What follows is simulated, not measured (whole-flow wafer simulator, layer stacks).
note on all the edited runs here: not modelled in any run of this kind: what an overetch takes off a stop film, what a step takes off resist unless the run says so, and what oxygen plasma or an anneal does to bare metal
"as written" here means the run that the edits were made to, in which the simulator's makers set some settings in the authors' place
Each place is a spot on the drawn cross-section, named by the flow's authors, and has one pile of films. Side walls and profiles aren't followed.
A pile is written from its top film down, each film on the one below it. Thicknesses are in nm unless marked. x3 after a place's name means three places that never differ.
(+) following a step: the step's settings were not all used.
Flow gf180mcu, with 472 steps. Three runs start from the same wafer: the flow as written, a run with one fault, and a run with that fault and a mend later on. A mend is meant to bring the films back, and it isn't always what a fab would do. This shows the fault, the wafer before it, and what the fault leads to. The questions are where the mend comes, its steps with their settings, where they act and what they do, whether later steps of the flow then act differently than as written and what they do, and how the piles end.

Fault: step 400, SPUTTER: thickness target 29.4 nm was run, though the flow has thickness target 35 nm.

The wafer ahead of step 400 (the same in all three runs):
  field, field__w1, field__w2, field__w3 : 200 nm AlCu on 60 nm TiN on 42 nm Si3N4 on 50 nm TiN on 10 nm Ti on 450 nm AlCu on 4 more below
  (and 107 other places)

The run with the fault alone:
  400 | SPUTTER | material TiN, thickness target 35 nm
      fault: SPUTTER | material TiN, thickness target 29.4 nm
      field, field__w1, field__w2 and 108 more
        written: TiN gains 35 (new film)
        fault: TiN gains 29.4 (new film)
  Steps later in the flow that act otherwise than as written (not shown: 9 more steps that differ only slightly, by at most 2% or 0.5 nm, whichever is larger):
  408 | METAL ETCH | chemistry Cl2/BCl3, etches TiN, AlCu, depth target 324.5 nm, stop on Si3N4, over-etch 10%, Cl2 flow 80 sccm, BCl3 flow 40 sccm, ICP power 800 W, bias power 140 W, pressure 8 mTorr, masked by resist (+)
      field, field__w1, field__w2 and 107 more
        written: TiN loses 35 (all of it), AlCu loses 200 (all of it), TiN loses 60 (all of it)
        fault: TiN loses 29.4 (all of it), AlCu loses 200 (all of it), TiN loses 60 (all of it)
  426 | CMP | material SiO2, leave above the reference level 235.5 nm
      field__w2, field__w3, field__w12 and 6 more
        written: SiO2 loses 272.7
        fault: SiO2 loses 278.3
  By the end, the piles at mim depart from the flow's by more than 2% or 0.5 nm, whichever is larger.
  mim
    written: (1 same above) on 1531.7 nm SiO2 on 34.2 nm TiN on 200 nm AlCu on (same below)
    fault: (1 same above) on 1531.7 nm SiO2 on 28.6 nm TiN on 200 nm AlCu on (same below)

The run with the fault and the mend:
  The mend stands after step 400.
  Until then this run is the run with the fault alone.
  400a | SPUTTER | material TiN, thickness target 5.6 nm (a further turn of the flow's step 400, with different settings)
      field, field__w1, field__w2 and 108 more
        TiN gains 5.6
  Later steps of the flow that are run all act as written at every place that is followed.
  By the end, the piles equal the flow's at every place that both follow.
